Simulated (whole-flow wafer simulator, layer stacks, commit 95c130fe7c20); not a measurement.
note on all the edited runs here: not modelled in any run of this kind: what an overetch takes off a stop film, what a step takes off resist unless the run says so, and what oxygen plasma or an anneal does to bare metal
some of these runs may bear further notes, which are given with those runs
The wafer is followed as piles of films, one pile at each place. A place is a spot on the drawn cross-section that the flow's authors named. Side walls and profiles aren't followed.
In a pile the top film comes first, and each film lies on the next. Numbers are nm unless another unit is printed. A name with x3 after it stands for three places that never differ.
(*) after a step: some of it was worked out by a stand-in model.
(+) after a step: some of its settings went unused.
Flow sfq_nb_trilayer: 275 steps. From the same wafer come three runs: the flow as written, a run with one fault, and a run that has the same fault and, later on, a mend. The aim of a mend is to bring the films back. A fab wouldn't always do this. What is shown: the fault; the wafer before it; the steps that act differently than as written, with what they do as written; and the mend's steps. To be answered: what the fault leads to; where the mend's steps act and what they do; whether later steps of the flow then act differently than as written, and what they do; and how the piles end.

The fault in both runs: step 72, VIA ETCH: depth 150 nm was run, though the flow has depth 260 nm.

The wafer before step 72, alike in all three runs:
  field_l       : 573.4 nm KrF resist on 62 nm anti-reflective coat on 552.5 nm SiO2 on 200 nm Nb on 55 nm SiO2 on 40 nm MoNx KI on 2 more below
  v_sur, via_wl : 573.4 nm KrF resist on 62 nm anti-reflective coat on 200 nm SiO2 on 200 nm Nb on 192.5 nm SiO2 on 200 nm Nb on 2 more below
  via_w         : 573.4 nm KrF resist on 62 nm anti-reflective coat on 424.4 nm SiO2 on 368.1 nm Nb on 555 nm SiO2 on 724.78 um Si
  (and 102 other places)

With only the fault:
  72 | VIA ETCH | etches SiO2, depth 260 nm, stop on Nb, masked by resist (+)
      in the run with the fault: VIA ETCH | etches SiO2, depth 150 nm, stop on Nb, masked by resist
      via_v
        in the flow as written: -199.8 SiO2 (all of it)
        in the run with the fault: -150 SiO2
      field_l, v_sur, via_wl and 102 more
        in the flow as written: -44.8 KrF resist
        in the run with the fault: -25.9 KrF resist
  Steps further on in the flow that do not act as written (3 other steps are not shown; they differ only slightly, by no more than 2% or 0.5 nm, whichever is larger):
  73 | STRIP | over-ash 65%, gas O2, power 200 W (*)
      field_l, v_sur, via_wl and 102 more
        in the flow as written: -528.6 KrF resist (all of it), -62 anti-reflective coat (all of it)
        in the run with the fault: -547.6 KrF resist (all of it), -62 anti-reflective coat (all of it)
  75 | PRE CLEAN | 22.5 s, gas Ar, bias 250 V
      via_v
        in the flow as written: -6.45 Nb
        in the run with the fault: -7.5 SiO2
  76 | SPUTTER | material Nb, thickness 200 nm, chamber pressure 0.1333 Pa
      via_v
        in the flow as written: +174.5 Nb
        in the run with the fault: +184.4 Nb (new film)
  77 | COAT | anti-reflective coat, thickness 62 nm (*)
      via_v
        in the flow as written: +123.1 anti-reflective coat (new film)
        in the run with the fault: +111.5 anti-reflective coat (new film)
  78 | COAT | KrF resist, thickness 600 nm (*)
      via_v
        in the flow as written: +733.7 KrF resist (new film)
        in the run with the fault: +694.3 KrF resist (new film)
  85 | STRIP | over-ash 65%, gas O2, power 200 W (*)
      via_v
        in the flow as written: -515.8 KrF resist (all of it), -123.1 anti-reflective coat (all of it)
        in the run with the fault: -476.4 KrF resist (all of it), -111.5 anti-reflective coat (all of it)
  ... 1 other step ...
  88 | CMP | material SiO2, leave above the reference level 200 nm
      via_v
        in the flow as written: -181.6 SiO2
        in the run with the fault: -157.1 SiO2
  By the end, the piles at via_v depart from the flow's by more than 2% or 0.5 nm, whichever is larger.
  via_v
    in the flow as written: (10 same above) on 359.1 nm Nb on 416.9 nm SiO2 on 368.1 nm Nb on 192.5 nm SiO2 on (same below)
    in the run with the fault: (10 same above) on 359.1 nm Nb on 358.2 nm SiO2 on 184.4 nm Nb on 42.3 nm SiO2 on 200 nm Nb on 192.5 nm SiO2 on (same below)

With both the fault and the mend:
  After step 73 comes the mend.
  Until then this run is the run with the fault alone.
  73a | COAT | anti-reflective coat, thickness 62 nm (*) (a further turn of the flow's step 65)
      p4_fl x3, p4_w1 x9, p4_g1 x2 and 63 more
        +62 anti-reflective coat (new film)
      r_sur, res, r_end and 7 more
        +61.8 anti-reflective coat (new film)
      c5j, ce_r, sp_r, be_r
        +61.7 anti-reflective coat (new film)
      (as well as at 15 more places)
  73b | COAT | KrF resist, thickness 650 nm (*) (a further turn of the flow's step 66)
      p4_fl x3, p4_w1 x9, p4_g1 x2 and 63 more
        +650 KrF resist (new film)
      ln_m5, lsp_m, ln_m6, lsp_r, l0_sur, l0v
        +649.7 KrF resist (new film)
      r_end, moat, field_r, lsp_l
        +649.6 KrF resist (new film)
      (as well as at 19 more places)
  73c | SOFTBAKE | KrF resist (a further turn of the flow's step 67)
      does not change any film at any place that is followed
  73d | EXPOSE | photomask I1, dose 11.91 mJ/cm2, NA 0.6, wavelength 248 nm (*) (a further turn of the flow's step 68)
      does not change any film at any place that is followed
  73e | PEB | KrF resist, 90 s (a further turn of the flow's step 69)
      c5j, ce_r, sp_r and 90 more
        -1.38 KrF resist
      field_l, v_sur, via_wl and 9 more
        -1.37 KrF resist
      via_v
        -1.59 KrF resist
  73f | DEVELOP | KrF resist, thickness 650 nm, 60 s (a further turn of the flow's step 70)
      field_l, v_sur, via_wl and 102 more
        -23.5 KrF resist
      via_v
        -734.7 KrF resist (all of it)
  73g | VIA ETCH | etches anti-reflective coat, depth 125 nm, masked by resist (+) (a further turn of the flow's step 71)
      field_l, v_sur, via_wl and 102 more
        -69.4 KrF resist
      via_v
        -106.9 anti-reflective coat (all of it)
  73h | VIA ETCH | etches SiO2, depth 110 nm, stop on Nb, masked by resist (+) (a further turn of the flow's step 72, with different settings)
      field_l, v_sur, via_wl and 102 more
        -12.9 KrF resist
      via_v
        -49.8 SiO2 (all of it)
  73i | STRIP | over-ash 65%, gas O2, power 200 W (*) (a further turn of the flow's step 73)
      p4_fl x3, p4_w1 x9, p4_g1 x2 and 63 more
        -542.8 KrF resist (all of it), -62 anti-reflective coat (all of it)
      r_end, moat, field_r, lsp_l
        -542.4 KrF resist (all of it), -61.8 anti-reflective coat (all of it)
      ln_m5, lsp_m, ln_m6, lsp_r
        -542.5 KrF resist (all of it), -61.8 anti-reflective coat (all of it)
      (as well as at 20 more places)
  Later steps of the flow that are run all act as written at every place that is followed, up to a difference of at most 2% or 0.5 nm, whichever is larger.
  At the end the piles are close to the flow's at the places that both follow, differing by at most 2% or 0.5 nm, whichever is larger.
